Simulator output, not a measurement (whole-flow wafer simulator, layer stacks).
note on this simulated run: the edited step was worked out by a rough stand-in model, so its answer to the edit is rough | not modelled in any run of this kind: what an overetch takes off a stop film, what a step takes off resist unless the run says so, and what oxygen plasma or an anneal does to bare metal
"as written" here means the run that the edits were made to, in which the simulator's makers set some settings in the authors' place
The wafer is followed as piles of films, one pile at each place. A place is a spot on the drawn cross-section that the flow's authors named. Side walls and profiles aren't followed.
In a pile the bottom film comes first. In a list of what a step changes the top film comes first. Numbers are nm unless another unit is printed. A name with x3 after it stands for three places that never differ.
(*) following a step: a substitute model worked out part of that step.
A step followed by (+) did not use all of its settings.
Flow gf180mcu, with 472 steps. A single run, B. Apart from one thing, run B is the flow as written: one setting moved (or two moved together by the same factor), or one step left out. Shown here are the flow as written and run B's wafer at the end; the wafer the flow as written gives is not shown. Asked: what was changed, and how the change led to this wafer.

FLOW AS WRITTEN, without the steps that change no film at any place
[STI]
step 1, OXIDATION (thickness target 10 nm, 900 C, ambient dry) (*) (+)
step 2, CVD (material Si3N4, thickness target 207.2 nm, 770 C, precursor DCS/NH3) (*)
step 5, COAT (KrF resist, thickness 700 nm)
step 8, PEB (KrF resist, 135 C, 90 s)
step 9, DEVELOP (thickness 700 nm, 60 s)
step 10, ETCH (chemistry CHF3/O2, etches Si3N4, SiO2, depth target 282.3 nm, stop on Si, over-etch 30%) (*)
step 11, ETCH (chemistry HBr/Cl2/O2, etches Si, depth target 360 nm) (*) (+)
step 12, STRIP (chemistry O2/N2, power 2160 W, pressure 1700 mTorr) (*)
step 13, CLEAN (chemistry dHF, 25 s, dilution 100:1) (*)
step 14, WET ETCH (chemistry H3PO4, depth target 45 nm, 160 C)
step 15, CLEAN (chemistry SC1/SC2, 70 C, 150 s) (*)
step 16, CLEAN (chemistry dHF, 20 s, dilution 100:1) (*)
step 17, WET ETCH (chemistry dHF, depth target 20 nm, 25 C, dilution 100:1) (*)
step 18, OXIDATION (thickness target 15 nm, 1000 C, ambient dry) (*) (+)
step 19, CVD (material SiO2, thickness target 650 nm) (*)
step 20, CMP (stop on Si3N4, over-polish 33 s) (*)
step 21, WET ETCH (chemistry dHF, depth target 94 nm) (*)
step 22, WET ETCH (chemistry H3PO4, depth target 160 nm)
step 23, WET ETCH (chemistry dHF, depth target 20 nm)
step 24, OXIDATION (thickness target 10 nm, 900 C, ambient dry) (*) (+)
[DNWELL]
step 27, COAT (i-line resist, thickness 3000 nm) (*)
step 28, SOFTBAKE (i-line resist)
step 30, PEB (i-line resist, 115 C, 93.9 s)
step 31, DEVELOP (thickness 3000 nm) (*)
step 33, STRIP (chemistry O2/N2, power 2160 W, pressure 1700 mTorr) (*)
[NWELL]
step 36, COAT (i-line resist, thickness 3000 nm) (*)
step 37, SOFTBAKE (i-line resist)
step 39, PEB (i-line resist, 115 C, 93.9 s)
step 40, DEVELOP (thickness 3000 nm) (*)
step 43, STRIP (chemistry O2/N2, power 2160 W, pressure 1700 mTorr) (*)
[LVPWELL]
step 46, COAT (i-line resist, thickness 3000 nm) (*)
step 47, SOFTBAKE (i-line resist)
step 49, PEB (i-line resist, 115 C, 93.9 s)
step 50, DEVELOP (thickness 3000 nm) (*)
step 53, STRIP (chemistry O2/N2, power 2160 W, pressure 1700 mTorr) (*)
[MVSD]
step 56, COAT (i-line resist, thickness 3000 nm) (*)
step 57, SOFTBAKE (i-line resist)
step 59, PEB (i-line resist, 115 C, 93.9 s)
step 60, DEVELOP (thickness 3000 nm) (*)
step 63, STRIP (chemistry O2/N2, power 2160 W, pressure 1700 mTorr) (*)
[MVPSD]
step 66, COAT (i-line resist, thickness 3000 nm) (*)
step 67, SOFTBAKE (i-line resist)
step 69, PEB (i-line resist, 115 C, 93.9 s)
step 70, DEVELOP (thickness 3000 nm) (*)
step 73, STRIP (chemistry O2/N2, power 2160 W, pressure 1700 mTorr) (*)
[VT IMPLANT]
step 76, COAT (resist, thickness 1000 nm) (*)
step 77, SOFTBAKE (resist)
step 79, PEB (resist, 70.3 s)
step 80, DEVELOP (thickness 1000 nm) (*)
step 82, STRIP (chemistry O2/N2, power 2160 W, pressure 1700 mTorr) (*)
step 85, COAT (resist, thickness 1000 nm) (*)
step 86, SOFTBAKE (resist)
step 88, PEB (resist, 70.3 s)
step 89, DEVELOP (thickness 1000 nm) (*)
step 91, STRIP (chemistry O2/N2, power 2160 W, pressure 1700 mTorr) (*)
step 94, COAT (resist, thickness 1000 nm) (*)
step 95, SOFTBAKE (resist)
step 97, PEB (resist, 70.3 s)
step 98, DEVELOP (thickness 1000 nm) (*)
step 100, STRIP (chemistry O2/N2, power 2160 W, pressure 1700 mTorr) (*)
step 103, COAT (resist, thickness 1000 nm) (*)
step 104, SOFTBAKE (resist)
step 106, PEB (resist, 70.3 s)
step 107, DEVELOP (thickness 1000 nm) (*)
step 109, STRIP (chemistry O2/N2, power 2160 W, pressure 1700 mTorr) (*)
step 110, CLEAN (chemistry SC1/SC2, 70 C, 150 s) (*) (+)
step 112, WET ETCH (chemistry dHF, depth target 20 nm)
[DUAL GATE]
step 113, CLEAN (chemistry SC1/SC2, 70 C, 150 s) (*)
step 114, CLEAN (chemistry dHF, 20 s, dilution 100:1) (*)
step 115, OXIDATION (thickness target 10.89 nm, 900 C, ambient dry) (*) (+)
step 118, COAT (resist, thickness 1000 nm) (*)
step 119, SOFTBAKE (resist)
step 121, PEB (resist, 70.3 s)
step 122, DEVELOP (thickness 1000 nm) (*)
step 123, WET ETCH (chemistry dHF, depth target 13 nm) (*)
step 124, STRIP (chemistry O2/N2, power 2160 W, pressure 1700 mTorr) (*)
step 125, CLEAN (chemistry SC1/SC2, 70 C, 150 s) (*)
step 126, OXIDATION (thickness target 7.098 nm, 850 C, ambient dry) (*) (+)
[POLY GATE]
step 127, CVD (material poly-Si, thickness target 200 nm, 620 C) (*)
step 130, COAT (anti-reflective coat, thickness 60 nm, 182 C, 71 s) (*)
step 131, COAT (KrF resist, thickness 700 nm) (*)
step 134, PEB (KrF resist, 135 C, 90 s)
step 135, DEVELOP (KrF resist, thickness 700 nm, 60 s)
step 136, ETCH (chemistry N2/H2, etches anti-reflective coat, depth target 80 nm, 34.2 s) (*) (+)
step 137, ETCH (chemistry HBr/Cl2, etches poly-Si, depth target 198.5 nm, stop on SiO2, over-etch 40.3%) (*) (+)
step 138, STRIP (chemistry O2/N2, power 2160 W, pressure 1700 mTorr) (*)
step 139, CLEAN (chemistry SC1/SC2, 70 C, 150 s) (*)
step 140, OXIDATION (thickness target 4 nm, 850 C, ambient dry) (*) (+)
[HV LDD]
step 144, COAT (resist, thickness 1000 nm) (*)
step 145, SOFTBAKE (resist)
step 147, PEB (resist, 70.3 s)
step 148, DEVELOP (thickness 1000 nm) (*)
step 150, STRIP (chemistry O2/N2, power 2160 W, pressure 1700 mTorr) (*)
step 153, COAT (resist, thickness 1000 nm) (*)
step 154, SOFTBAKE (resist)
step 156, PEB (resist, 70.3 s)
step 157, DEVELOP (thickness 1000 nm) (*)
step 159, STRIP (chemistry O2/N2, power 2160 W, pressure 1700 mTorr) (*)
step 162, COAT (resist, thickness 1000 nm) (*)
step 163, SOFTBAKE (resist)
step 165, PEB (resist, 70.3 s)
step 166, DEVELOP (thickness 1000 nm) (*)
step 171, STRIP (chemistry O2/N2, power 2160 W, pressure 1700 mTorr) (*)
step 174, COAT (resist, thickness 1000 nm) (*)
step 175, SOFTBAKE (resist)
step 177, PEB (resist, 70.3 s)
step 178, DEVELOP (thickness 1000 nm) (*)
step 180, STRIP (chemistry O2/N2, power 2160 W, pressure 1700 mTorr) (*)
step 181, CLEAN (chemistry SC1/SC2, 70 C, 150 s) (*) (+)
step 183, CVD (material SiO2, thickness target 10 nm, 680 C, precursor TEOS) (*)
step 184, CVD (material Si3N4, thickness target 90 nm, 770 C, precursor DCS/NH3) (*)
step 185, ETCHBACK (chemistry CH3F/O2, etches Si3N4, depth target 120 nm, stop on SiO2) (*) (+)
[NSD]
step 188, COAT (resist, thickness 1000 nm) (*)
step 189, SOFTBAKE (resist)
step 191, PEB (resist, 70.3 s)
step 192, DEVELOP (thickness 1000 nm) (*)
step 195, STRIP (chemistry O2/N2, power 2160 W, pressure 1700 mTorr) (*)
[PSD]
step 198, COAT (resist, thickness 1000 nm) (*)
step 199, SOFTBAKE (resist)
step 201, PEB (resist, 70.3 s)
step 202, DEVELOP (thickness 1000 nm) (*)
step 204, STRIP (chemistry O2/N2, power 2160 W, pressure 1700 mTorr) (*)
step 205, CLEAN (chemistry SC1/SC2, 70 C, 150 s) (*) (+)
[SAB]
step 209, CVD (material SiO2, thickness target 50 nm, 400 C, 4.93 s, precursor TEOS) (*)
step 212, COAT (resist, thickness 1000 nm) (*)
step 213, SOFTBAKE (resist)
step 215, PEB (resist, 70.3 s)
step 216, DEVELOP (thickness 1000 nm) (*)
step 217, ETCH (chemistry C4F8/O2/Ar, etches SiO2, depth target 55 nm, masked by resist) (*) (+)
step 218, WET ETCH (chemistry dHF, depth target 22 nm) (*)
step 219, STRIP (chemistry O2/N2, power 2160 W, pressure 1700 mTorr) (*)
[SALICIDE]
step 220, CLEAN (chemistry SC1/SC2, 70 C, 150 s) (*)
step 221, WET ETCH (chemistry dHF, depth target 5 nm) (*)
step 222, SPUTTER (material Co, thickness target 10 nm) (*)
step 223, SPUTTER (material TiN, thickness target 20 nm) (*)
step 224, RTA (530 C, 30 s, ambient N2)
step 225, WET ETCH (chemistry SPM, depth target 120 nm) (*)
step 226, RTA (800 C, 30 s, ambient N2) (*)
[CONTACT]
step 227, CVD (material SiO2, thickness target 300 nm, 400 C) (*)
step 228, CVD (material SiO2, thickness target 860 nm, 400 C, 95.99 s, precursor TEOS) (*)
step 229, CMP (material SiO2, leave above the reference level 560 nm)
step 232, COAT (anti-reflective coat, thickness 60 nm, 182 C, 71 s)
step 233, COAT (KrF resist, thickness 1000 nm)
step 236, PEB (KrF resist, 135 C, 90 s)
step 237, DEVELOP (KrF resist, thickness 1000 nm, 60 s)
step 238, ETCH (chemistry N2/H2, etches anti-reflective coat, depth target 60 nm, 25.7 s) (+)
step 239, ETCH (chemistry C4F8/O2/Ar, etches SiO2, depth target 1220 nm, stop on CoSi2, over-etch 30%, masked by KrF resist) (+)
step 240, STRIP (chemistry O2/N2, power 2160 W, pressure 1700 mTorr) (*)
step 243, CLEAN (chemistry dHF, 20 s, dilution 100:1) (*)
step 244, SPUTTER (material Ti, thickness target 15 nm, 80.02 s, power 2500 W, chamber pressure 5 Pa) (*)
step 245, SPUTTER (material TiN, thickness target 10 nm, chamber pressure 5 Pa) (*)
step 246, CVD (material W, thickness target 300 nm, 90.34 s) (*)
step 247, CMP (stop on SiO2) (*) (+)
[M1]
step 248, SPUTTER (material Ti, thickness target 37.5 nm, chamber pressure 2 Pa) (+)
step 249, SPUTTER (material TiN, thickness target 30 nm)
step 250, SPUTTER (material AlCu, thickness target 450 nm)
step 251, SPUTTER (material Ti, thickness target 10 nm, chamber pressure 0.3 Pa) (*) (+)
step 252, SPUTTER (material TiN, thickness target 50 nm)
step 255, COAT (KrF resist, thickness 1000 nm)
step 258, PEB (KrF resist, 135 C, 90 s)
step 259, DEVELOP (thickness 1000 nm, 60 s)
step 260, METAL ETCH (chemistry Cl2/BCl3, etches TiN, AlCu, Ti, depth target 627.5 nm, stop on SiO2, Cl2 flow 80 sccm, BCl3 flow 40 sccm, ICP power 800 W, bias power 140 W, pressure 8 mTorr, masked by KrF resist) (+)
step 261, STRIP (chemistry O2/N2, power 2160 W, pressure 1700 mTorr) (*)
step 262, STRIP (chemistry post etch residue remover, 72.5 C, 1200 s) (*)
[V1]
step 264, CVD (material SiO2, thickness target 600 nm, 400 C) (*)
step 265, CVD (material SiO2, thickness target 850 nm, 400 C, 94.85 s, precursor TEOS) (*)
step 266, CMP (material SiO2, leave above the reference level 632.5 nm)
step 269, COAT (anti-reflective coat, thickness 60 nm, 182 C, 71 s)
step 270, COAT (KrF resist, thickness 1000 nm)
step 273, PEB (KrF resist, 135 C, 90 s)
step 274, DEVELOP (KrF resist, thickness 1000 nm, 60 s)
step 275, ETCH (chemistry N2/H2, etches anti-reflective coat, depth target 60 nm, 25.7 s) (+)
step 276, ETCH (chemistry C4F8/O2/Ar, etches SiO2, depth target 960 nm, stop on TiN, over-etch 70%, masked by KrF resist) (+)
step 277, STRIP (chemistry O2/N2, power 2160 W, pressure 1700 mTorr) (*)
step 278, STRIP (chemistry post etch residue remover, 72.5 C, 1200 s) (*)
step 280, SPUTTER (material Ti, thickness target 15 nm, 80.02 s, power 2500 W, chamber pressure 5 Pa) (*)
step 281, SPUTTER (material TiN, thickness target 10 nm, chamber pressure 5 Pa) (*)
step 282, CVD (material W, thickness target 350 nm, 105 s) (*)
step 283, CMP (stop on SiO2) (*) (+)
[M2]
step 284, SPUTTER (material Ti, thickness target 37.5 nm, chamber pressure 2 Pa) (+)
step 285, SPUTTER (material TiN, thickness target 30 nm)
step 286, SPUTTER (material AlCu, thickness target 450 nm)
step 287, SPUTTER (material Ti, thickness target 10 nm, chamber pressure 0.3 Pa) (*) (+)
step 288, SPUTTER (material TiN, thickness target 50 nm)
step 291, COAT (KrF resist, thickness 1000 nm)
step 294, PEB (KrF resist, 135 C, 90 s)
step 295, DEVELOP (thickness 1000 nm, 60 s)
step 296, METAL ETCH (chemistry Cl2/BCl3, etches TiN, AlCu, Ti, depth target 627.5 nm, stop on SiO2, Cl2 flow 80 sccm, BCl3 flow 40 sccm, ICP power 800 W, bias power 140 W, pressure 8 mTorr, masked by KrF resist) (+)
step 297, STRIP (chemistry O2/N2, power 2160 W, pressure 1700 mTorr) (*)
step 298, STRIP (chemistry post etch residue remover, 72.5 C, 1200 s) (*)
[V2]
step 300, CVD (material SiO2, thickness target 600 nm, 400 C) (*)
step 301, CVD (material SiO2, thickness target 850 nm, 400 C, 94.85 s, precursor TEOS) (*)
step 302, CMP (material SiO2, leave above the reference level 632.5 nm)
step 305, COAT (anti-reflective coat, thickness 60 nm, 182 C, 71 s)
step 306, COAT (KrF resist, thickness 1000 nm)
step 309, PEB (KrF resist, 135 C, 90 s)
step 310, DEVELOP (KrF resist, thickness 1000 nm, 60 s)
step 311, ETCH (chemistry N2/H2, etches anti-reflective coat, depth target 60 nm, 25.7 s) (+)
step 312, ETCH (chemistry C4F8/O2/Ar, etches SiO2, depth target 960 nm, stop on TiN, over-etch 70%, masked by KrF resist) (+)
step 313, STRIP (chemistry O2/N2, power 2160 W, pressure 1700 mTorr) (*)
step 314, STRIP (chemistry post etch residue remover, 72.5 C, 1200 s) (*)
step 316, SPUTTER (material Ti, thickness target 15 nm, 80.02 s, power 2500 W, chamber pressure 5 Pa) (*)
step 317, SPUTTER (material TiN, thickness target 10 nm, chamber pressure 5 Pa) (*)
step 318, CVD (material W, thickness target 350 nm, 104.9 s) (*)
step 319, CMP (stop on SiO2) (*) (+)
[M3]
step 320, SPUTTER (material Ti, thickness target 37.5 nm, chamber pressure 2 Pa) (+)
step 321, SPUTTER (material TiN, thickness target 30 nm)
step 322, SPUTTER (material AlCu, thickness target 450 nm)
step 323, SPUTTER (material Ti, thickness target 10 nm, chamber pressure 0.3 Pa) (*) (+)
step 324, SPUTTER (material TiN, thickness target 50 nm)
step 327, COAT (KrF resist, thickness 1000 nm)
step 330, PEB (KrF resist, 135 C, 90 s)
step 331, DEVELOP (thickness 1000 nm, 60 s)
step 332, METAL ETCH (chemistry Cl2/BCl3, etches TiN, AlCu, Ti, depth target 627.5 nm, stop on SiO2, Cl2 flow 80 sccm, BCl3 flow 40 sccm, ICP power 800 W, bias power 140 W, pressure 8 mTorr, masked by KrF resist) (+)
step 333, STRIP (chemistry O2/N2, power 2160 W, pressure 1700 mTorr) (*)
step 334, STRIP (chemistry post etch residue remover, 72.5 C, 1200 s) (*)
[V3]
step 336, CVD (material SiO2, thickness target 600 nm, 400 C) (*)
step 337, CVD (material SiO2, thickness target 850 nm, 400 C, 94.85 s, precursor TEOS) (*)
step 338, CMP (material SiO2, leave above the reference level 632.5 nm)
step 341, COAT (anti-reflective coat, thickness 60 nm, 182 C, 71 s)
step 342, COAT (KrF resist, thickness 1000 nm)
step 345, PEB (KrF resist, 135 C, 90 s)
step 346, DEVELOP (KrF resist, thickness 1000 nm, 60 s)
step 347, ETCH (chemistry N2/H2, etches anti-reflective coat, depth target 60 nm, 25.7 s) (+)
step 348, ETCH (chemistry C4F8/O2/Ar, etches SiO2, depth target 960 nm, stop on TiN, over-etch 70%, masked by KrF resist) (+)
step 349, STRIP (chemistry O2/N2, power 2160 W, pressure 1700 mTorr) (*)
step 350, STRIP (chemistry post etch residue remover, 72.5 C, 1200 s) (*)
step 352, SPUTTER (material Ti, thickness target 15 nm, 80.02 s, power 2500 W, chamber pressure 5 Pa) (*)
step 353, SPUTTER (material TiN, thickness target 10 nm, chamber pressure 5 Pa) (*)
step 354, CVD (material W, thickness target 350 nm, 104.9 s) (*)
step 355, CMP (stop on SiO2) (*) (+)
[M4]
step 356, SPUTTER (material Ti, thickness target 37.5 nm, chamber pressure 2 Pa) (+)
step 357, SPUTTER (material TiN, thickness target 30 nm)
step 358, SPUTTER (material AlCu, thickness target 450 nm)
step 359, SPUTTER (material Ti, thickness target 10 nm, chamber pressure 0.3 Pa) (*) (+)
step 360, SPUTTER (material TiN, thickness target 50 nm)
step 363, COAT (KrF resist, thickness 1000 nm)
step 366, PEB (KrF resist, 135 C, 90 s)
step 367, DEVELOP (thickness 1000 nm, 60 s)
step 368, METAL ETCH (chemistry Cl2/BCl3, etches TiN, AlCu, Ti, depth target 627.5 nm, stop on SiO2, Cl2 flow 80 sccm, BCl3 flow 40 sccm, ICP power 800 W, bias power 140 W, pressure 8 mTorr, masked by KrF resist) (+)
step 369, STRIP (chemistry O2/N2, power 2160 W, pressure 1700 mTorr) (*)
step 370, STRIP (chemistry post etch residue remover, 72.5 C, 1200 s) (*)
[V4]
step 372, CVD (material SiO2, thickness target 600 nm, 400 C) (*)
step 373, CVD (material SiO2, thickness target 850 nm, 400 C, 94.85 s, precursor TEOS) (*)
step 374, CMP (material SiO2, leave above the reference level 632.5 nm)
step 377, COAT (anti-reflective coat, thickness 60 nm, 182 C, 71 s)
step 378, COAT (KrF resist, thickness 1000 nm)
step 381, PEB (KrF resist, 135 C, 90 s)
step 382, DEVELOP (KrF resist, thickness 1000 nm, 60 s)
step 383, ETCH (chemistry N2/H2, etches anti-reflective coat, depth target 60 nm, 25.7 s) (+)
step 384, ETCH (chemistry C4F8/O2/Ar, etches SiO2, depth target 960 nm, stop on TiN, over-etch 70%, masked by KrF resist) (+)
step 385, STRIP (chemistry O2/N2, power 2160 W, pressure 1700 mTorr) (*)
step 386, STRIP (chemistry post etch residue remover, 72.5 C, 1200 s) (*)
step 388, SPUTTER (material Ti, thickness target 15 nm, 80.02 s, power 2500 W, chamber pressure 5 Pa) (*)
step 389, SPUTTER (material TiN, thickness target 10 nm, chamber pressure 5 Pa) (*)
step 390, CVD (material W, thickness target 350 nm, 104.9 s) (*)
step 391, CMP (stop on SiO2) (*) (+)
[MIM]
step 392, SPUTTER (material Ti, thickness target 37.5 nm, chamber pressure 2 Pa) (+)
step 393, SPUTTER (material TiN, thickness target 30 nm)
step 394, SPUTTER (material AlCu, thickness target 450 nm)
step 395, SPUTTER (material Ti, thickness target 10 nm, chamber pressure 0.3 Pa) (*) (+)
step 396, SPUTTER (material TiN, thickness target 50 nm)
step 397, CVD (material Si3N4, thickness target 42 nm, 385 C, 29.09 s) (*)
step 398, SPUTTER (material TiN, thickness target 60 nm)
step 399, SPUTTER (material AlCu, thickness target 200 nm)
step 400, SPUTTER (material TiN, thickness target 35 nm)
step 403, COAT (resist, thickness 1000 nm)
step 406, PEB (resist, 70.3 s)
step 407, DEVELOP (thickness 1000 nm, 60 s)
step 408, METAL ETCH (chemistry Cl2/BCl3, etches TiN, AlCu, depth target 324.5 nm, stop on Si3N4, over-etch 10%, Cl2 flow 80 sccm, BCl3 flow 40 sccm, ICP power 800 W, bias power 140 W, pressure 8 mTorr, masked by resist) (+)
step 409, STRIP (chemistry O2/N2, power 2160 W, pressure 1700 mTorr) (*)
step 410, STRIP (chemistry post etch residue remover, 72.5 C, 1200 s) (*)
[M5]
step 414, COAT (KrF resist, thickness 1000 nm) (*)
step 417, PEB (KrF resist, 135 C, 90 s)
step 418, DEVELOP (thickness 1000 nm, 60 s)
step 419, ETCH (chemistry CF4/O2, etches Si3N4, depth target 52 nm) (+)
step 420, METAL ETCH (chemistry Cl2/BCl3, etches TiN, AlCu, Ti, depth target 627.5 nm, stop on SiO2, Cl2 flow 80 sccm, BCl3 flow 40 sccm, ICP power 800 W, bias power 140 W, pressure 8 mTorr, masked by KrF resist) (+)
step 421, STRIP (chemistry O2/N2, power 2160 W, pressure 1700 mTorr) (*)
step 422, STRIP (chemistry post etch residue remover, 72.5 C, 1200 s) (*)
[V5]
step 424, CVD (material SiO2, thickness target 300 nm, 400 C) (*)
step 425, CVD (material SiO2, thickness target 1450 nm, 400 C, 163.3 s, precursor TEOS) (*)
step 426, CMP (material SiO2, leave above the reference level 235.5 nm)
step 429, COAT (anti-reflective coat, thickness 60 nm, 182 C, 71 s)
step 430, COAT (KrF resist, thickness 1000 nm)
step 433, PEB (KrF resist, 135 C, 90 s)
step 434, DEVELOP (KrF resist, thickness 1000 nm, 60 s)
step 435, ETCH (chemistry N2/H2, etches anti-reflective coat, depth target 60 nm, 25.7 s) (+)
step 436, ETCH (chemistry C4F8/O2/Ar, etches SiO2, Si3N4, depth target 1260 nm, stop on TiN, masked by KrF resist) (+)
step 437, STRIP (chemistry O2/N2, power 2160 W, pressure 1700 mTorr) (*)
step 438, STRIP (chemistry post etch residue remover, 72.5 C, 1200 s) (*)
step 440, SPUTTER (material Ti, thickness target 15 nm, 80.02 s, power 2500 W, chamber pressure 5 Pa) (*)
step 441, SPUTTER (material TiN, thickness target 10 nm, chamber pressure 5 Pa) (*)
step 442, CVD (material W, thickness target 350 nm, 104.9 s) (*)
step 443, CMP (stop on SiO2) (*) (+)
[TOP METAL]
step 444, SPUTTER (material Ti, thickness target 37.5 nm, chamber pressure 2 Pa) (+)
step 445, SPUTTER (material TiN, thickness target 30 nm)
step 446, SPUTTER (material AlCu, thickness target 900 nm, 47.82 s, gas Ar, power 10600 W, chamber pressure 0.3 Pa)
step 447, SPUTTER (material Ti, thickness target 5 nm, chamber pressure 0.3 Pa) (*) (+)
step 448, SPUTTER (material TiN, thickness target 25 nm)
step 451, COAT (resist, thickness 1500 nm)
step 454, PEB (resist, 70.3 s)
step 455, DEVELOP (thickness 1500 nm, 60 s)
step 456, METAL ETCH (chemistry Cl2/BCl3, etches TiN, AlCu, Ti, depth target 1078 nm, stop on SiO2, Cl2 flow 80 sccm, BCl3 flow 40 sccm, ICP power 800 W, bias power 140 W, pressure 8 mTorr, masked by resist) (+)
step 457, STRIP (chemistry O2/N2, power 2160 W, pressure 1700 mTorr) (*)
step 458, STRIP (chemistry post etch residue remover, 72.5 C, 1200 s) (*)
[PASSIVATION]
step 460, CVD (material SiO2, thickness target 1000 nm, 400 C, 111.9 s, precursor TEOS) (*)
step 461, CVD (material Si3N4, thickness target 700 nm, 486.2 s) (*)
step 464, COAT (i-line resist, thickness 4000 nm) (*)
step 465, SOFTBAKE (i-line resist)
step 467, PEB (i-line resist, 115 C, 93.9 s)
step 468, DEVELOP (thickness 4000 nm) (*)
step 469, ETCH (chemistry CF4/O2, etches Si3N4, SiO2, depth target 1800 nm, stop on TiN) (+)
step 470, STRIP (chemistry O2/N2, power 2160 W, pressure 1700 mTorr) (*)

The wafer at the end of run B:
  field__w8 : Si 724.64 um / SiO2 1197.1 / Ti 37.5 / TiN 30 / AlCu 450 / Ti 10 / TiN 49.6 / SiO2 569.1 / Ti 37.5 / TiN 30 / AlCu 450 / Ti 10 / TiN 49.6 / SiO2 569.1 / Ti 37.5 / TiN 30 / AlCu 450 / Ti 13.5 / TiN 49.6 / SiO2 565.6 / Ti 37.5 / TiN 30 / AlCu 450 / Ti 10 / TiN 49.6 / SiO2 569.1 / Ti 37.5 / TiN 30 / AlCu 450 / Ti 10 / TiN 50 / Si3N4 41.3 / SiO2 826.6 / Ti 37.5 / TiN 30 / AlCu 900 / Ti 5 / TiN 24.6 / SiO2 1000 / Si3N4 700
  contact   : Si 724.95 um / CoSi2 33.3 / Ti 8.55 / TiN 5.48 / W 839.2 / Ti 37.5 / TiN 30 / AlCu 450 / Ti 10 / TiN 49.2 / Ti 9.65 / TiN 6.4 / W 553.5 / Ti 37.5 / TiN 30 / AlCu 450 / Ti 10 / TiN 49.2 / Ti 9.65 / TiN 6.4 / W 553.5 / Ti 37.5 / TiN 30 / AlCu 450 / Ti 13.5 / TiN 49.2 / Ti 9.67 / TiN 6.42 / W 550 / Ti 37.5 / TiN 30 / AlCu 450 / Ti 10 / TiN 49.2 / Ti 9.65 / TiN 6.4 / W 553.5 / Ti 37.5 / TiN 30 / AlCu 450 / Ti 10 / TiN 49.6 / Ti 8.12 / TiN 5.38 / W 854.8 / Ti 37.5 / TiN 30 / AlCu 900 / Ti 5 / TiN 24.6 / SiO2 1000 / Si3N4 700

What caused this: step 323, SPUTTER: thickness target 13.5 nm was run, though the flow has thickness target 10 nm.
One can read it off the wafer: field__w8 has Ti 13.5, and step 323 as written asks for 10 nm.

How this came from the change, step by step:
  step 323, SPUTTER (material Ti, thickness target 10 nm, chamber pressure 0.3 Pa) (*) (+)
      field, field__w1, field__w2 and 108 more: +13.5 Ti (new film) (it would be, as written: +10 Ti (new film))
  step 332, METAL ETCH (chemistry Cl2/BCl3, etches TiN, AlCu, Ti, depth target 627.5 nm, stop on SiO2, Cl2 flow 80 sccm, BCl3 flow 40 sccm, ICP power 800 W, bias power 140 W, pressure 8 mTorr, masked by KrF resist) (+)
      field, field__w1, field__w2 and 103 more: -50 TiN (all of it), -13.5 Ti (all of it), -450 AlCu (all of it), -30 TiN (all of it), -37.5 Ti (all of it) (it would be, as written: -50 TiN (all of it), -10 Ti (all of it), -450 AlCu (all of it), -30 TiN (all of it), -37.5 Ti (all of it))
